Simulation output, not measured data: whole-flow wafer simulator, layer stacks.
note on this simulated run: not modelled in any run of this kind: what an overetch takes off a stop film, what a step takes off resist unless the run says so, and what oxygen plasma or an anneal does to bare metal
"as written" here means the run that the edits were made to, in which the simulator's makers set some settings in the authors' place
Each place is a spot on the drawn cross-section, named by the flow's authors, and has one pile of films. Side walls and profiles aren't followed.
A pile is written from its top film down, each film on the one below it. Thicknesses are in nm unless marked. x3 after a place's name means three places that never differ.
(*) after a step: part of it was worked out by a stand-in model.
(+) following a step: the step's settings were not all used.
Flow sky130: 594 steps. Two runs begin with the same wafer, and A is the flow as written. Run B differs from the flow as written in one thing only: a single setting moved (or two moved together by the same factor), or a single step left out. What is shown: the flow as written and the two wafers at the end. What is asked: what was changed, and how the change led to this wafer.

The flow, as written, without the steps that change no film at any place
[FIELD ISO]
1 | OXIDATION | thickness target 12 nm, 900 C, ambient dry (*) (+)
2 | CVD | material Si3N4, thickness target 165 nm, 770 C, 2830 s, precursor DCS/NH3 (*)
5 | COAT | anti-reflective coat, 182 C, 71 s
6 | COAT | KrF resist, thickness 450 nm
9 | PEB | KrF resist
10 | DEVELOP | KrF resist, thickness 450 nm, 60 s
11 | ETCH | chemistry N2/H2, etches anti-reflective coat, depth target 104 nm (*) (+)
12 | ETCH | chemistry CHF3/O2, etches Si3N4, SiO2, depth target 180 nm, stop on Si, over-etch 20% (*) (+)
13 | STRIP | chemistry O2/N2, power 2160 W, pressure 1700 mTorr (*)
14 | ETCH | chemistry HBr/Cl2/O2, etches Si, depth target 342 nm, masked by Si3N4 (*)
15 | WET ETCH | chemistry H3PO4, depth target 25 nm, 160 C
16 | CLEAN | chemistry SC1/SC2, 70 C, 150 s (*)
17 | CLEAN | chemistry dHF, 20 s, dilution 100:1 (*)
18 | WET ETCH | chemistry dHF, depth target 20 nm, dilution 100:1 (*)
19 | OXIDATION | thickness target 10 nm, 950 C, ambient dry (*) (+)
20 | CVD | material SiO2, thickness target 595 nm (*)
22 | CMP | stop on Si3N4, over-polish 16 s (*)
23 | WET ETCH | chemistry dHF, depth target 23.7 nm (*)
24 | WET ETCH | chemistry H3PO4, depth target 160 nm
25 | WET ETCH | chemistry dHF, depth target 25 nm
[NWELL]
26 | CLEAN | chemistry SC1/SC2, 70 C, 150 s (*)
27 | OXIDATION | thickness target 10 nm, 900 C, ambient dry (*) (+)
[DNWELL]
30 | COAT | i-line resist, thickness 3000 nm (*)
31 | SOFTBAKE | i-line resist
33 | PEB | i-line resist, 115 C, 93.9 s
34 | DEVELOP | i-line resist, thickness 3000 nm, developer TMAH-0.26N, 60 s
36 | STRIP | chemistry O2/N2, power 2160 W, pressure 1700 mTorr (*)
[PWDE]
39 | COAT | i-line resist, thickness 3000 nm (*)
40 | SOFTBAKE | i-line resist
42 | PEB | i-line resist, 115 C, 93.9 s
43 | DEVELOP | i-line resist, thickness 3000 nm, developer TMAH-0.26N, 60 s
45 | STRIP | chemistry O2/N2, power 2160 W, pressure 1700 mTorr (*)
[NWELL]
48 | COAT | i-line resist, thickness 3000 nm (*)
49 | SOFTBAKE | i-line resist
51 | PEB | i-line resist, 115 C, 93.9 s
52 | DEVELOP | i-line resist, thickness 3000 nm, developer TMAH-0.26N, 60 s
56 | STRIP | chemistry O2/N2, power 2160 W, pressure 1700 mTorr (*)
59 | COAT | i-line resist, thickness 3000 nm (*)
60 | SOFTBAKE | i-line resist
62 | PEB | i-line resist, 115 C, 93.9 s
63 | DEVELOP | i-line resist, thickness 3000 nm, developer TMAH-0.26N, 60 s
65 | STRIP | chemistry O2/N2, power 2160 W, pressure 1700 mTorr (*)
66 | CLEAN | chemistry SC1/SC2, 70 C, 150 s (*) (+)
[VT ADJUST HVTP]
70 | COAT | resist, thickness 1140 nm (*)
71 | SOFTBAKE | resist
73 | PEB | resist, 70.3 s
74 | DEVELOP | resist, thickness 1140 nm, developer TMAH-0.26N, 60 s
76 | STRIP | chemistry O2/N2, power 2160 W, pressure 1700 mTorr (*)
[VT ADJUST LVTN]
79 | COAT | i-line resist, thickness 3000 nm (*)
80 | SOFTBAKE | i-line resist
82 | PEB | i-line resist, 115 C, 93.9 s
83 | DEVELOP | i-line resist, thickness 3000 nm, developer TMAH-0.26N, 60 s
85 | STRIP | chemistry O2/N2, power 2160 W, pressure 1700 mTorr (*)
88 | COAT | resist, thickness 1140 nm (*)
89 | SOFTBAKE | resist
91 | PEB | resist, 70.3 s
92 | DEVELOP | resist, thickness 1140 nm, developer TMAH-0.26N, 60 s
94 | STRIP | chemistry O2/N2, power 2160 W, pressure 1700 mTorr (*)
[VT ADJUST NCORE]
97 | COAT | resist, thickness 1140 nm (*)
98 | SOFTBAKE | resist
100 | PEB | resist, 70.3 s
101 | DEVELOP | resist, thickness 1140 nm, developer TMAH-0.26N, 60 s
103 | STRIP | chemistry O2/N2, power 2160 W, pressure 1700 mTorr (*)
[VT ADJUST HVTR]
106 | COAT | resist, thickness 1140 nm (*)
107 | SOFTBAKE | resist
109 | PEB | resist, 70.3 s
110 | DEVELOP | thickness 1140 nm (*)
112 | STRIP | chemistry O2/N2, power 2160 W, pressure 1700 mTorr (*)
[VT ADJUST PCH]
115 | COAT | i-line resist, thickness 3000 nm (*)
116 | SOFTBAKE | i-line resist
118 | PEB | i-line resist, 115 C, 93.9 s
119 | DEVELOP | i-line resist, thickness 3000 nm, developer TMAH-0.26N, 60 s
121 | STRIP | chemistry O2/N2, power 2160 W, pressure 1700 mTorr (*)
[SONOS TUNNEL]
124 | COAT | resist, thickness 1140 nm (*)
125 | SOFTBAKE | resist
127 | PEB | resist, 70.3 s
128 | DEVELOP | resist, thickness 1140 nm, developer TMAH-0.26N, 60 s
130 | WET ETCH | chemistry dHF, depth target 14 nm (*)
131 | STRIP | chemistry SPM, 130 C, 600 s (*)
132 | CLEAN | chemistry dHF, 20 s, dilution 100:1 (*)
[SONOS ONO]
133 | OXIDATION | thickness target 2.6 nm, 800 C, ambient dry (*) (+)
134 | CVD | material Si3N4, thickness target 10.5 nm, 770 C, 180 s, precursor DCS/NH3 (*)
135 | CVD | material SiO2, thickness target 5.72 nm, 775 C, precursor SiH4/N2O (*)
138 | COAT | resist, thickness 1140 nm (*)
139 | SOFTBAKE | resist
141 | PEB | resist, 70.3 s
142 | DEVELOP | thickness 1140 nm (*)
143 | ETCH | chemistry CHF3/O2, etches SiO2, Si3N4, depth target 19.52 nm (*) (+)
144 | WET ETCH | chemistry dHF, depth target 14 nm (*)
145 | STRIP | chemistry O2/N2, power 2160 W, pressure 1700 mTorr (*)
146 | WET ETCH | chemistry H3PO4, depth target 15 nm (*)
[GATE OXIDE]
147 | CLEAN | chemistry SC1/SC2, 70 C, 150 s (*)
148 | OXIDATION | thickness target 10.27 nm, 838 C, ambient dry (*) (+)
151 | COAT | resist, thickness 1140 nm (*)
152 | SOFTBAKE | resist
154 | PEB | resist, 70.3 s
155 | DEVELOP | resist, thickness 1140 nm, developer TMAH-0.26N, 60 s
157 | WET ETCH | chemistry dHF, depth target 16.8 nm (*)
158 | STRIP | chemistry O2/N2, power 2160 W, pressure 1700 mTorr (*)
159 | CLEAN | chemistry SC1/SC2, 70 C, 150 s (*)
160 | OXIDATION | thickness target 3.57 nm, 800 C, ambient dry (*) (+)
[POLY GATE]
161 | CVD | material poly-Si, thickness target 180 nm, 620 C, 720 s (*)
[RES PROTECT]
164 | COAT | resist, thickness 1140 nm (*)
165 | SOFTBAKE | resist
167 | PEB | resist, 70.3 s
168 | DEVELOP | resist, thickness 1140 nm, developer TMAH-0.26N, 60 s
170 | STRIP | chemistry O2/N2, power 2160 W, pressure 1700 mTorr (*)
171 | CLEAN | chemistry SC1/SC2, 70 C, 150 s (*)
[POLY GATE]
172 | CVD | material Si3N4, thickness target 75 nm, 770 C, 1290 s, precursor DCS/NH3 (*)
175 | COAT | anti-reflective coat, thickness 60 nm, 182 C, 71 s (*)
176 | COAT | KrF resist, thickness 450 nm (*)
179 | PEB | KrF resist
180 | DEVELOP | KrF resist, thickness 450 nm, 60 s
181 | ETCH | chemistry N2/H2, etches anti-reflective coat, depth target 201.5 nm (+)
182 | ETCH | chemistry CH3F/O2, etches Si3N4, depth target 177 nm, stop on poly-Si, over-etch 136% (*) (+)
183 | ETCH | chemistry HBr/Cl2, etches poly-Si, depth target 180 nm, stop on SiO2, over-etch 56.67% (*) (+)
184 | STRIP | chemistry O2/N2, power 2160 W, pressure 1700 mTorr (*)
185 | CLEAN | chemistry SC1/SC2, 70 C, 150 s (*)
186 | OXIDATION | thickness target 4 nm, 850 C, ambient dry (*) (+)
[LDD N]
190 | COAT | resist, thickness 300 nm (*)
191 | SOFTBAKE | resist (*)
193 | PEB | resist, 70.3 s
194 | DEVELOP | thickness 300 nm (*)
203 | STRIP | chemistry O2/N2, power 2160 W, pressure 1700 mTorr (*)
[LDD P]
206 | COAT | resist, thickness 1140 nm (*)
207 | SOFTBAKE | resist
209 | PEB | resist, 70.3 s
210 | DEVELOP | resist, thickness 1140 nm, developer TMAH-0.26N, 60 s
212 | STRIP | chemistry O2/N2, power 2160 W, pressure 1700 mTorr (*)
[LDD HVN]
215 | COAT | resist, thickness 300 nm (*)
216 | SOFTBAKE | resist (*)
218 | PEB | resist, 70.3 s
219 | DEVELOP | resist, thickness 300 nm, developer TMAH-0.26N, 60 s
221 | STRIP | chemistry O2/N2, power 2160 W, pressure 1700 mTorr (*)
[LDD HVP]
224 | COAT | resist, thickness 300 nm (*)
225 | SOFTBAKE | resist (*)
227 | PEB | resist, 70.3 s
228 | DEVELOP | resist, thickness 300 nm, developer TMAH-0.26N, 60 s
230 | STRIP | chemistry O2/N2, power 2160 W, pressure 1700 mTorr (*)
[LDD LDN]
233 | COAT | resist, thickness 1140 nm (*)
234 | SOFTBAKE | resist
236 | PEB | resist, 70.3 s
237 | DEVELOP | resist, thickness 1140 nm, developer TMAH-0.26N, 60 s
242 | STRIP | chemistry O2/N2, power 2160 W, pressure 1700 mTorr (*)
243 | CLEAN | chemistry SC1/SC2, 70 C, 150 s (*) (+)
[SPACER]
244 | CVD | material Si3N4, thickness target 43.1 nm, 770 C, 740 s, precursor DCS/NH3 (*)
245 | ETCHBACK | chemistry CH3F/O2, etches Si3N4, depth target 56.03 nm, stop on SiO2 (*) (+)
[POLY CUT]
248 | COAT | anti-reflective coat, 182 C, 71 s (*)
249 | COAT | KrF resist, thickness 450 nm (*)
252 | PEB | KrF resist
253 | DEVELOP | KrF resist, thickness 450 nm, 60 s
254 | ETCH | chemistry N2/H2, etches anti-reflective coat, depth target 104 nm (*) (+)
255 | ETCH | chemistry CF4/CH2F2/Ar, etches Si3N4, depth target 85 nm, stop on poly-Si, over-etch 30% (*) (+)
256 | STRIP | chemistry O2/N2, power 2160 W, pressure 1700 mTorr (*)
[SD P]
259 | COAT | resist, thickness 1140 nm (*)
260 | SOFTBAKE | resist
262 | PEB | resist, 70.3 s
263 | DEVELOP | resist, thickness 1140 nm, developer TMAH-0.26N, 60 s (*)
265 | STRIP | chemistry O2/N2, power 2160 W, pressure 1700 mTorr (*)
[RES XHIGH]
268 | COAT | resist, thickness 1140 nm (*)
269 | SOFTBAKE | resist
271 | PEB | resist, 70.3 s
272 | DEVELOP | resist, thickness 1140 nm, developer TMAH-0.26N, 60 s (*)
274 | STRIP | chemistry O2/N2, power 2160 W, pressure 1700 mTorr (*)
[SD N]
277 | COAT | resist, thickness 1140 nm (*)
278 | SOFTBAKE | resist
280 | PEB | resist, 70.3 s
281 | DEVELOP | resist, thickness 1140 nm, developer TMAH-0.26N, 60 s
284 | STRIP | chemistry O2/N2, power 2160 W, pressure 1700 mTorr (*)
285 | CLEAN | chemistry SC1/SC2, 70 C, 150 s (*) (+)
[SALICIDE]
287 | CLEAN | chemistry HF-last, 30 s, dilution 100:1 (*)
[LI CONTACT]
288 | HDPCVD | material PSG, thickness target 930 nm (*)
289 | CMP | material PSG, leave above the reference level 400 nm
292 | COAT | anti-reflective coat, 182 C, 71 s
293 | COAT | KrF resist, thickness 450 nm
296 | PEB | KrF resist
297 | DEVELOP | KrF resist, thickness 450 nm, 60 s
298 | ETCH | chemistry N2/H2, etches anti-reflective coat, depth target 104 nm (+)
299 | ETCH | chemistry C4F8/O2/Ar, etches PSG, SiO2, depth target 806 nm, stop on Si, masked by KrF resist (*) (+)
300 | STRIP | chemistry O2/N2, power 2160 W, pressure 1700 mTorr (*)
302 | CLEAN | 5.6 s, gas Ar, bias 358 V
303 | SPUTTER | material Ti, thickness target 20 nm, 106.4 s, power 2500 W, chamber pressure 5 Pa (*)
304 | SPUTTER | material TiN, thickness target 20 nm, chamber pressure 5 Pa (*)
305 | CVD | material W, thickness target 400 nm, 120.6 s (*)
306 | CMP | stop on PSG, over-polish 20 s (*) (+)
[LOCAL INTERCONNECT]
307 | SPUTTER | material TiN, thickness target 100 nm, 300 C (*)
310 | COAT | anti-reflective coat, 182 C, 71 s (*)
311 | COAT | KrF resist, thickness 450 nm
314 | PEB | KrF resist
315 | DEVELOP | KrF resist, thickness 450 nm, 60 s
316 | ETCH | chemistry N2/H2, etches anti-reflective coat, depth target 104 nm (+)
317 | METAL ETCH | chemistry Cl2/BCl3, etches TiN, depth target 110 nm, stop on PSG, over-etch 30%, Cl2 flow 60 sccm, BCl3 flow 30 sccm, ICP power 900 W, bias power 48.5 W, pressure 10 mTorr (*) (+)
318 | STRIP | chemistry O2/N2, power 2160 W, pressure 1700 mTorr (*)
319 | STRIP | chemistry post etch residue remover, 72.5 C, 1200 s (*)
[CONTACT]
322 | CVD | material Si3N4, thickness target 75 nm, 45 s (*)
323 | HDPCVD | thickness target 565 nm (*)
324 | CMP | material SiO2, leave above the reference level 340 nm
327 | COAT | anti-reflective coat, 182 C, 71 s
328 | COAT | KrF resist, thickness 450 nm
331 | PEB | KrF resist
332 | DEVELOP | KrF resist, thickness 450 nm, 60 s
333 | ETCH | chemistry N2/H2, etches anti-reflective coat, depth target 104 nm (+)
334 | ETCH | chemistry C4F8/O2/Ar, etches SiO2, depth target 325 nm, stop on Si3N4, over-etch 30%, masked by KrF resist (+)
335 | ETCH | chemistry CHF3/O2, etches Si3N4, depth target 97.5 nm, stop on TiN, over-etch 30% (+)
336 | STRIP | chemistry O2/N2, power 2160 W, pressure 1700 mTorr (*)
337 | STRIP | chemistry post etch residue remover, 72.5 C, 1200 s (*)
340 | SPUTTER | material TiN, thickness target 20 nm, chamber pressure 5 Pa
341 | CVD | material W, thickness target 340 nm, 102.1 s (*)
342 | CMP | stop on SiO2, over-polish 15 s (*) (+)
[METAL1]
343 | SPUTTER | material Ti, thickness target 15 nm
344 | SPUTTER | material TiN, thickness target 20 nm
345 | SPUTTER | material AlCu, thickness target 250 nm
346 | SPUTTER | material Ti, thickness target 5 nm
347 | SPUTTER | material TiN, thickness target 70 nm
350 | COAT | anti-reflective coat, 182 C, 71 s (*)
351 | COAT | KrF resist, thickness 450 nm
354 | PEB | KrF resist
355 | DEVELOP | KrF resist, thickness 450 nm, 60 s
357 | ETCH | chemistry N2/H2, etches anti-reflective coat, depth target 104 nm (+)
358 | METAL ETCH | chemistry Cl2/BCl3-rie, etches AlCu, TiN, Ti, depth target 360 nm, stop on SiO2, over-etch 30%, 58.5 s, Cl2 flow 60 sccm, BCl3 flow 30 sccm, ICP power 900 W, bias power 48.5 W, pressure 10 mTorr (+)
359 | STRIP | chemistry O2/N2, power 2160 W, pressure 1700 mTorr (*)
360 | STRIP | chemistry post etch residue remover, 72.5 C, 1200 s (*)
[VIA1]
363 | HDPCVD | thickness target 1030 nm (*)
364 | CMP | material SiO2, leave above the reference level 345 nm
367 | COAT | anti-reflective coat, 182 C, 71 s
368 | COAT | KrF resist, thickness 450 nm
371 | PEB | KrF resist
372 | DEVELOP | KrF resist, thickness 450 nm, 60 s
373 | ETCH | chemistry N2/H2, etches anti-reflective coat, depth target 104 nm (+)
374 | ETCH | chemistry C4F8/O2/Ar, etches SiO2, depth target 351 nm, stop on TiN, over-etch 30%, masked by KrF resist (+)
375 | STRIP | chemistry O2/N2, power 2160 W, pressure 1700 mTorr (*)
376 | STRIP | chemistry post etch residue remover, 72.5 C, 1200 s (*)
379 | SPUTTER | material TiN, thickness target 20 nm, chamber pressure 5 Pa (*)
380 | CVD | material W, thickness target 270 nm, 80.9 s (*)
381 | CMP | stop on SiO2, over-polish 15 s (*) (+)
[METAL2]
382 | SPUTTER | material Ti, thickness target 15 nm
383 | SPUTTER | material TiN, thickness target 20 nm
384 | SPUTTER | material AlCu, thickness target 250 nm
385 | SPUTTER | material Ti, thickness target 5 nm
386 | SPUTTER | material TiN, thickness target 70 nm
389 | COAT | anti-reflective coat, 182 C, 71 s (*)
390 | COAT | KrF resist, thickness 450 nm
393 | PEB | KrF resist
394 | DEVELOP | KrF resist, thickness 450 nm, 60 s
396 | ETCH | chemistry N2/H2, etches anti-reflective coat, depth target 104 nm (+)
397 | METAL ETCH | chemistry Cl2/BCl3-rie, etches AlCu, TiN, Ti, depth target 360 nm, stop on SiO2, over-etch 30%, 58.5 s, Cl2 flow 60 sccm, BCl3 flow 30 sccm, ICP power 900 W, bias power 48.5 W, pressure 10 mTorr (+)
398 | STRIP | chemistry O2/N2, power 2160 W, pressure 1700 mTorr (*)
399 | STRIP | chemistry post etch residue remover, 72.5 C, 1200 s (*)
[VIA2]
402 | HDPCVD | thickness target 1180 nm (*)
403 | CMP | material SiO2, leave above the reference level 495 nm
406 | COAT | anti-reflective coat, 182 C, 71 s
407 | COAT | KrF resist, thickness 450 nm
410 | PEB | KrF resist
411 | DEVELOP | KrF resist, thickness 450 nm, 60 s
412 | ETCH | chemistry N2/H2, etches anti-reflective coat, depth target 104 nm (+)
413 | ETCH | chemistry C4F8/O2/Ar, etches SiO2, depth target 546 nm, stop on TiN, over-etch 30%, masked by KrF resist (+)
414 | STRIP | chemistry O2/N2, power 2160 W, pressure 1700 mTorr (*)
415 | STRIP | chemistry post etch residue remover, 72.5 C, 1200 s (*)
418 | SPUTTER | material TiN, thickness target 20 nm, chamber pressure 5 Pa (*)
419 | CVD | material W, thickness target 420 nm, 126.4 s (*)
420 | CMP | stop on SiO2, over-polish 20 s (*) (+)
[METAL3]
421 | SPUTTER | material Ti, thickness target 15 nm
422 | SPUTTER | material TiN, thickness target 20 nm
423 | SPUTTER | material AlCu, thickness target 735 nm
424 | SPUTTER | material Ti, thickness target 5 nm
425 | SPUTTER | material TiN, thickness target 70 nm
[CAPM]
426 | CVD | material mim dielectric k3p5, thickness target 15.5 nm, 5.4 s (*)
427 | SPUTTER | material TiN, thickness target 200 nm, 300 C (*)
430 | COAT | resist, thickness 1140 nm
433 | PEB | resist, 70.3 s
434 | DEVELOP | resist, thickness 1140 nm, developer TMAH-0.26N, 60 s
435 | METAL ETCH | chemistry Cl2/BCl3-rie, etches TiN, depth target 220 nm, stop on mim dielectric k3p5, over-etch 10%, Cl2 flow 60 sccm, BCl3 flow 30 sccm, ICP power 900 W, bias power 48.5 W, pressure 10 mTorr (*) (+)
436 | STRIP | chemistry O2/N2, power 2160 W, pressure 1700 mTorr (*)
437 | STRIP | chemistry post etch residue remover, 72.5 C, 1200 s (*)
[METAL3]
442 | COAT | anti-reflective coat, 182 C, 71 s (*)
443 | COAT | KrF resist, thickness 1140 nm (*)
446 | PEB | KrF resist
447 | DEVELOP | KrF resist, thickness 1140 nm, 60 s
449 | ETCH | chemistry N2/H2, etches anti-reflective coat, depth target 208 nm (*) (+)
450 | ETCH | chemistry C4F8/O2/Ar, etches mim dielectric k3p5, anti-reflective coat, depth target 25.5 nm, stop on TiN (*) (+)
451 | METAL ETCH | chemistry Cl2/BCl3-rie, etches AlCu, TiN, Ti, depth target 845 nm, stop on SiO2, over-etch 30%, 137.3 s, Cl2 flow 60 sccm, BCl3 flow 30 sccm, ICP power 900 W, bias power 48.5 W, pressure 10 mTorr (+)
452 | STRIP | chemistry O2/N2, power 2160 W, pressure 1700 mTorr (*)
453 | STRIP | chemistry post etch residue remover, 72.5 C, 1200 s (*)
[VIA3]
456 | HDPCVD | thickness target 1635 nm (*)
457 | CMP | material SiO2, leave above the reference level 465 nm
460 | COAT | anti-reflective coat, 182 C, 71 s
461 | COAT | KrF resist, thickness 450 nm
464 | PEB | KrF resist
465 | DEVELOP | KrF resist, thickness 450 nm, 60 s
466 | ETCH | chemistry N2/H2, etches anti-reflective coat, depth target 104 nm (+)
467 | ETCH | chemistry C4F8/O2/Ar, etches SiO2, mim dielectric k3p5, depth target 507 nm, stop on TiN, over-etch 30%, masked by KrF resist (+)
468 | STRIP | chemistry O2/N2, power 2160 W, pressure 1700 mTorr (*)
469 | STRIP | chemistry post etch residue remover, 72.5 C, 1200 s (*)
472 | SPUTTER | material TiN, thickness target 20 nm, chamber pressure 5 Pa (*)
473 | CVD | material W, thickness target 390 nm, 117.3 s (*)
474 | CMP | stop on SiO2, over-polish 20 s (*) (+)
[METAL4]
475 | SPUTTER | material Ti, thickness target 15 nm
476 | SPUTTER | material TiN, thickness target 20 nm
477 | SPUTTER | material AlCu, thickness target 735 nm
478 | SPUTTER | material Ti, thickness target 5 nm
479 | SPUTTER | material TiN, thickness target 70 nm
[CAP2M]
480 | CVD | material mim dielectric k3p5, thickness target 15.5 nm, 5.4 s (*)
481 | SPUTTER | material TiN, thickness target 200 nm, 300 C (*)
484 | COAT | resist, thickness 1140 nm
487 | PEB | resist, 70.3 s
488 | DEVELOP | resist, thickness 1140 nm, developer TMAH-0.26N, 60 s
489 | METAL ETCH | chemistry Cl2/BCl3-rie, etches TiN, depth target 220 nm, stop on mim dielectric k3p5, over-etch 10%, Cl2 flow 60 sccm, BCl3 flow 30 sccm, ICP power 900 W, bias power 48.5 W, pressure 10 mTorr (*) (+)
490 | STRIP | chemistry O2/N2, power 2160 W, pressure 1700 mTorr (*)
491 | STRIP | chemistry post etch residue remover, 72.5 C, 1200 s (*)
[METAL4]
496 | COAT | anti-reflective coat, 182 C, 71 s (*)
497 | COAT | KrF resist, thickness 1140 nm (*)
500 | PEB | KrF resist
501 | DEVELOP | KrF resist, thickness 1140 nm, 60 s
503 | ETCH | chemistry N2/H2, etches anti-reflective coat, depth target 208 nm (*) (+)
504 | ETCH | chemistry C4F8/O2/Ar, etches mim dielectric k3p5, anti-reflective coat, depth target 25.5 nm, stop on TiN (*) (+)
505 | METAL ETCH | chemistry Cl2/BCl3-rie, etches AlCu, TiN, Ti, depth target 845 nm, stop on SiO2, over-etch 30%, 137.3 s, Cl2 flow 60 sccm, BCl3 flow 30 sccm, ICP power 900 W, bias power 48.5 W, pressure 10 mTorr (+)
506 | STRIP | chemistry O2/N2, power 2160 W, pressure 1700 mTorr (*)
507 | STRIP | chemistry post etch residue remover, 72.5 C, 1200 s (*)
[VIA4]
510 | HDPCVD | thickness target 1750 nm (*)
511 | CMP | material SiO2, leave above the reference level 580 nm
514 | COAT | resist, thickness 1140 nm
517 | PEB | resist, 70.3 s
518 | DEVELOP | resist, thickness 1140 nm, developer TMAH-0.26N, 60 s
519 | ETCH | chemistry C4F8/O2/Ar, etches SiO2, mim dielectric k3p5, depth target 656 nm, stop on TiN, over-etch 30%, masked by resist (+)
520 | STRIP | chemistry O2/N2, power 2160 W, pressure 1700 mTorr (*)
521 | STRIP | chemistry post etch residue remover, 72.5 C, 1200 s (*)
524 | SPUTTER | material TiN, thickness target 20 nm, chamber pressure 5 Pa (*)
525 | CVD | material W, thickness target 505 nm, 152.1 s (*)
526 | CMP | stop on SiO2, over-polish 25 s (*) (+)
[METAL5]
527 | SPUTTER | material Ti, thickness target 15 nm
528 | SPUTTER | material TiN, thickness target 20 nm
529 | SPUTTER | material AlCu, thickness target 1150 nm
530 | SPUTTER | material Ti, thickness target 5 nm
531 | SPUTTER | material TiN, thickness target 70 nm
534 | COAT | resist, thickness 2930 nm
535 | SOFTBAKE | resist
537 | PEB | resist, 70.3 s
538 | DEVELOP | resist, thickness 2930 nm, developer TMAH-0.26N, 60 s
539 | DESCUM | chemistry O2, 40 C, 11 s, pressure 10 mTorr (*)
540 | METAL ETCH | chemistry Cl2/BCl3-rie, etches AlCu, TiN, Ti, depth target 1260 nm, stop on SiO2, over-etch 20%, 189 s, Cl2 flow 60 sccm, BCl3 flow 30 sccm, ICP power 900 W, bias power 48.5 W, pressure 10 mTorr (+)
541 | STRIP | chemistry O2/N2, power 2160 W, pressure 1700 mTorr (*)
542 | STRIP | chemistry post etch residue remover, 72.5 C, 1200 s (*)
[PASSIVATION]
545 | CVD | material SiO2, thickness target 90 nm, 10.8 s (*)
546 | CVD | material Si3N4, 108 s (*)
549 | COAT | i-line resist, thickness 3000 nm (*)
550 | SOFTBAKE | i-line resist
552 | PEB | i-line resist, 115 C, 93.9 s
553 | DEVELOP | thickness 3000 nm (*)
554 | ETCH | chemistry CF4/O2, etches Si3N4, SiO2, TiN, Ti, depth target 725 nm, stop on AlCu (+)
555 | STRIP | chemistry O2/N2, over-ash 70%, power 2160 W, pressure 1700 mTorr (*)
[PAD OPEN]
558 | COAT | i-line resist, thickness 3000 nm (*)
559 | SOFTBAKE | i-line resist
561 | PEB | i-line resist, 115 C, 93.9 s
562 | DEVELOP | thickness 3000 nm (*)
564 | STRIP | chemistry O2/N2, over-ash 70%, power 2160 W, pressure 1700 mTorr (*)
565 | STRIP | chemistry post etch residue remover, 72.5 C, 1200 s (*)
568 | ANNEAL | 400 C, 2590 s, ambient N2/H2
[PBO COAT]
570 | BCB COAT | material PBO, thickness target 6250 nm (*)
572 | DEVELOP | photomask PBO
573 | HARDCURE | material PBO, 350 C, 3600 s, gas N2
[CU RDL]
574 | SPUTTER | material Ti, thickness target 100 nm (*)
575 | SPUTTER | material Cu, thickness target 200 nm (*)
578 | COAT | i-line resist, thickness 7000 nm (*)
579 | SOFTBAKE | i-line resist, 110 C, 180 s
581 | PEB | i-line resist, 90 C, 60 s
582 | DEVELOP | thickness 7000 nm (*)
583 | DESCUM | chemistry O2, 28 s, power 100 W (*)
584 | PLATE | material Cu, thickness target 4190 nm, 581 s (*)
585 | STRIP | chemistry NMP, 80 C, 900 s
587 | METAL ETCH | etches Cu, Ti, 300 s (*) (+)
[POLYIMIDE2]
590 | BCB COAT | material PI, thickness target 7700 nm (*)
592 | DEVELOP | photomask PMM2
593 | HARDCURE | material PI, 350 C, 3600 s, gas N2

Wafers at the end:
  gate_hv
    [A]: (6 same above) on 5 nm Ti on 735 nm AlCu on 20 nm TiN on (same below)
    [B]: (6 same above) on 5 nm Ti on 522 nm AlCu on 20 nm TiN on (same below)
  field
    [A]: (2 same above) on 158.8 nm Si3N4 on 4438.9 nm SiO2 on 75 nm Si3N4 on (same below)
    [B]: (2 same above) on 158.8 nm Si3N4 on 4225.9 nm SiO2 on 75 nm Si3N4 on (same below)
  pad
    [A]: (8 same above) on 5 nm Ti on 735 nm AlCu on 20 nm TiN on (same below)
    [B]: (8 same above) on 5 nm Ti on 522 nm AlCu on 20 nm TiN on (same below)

Cause: step 477, SPUTTER: thickness target 522 nm was run, whereas the flow has thickness target 735 nm.
The wafer lets one read it off: gate_hv has AlCu 522, and step 477 as written asks for 735 nm.

The path from the change to this, step by step:
  477 | SPUTTER | material AlCu, thickness target 735 nm
      field, active, n_well and 189 more: A AlCu gains 735 (new film) | B AlCu gains 522 (new film)
  505 | METAL ETCH | chemistry Cl2/BCl3-rie, etches AlCu, TiN, Ti, depth target 845 nm, stop on SiO2, over-etch 30%, 137.3 s, Cl2 flow 60 sccm, BCl3 flow 30 sccm, ICP power 900 W, bias power 48.5 W, pressure 10 mTorr (+)
      field, gate, spacer and 64 more: A TiN loses 70 (all of it), Ti loses 5 (all of it), AlCu loses 735 (all of it), TiN loses 20 (all of it), Ti loses 15 (all of it), SiO2 loses 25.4 | B TiN loses 70 (all of it), Ti loses 5 (all of it), AlCu loses 522 (all of it), TiN loses 20 (all of it), Ti loses 15 (all of it), SiO2 loses 46.7
      vpp_iso1, m1_ln, rpo_hd and 6 more: A TiN loses 70 (all of it), Ti loses 5 (all of it), AlCu loses 735 (all of it), TiN loses 20 (all of it), Ti loses 15 (all of it), SiO2 loses 25.3 | B TiN loses 70 (all of it), Ti loses 5 (all of it), AlCu loses 522 (all of it), TiN loses 20 (all of it), Ti loses 15 (all of it), SiO2 loses 46.6
      (also at 12 further places)
  511 | CMP | material SiO2, leave above the reference level 580 nm
      field, gate, spacer and 71 more: A SiO2 loses 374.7 | B SiO2 loses 566.3
      active, via2_hole, sonos_guard_hv, iso_guard_nw, rxpo_ln, rpm_encl_urpm: A SiO2 loses 374.7 | B SiO2 loses 566.4
      (also at 8 further places)
